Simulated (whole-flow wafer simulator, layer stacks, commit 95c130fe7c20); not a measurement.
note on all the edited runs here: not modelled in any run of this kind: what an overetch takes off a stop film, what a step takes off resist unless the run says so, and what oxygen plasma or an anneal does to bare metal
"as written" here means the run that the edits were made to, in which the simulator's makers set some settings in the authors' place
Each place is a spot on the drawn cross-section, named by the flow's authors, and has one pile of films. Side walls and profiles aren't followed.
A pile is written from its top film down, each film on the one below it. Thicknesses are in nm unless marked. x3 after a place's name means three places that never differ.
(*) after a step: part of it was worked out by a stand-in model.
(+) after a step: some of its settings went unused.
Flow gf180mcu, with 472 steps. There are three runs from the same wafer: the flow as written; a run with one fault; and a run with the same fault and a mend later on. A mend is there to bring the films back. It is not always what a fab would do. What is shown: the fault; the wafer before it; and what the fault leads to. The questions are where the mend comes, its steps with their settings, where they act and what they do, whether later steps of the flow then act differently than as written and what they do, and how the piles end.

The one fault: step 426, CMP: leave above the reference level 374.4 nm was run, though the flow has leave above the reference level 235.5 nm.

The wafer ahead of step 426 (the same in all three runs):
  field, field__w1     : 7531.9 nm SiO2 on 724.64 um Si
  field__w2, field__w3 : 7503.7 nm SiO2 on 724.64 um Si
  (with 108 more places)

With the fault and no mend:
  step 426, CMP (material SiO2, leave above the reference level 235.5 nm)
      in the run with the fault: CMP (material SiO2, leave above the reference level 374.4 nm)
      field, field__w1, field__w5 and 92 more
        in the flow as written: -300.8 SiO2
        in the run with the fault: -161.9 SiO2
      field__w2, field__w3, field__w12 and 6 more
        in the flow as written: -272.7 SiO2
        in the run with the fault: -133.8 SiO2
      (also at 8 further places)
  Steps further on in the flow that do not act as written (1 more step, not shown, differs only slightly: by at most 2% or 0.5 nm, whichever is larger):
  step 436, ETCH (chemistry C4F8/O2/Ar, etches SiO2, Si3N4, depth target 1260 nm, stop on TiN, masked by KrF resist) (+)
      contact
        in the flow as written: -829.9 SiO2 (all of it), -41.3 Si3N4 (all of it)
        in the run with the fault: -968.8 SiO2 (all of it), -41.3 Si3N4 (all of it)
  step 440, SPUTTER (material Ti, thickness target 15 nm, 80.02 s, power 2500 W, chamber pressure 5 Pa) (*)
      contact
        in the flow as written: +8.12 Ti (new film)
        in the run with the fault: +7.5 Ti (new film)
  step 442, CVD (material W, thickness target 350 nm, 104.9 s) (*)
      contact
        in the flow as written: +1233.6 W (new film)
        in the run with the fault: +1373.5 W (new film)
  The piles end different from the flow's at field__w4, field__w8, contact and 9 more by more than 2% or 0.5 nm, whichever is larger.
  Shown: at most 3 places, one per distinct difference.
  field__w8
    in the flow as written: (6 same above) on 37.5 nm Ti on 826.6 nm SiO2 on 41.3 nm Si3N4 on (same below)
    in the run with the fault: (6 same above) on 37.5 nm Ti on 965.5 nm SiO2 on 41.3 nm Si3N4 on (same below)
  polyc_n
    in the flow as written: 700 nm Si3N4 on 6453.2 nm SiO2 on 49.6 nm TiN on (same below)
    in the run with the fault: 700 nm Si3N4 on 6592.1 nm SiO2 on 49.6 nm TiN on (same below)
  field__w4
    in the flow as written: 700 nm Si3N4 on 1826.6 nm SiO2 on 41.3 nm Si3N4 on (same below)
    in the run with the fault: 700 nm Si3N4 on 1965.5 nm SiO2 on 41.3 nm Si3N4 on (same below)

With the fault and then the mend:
  The mend follows step 426.
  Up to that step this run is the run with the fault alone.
  step 426a, CMP (material SiO2, leave above the reference level 235.5 nm) (the flow's step 426, run once more)
      field, field__w1, field__w2 and 109 more
        -138.9 SiO2
  Every later step of the flow that is run acts as written at every place that is followed.
  By the end, the piles equal the flow's at every place that both follow.
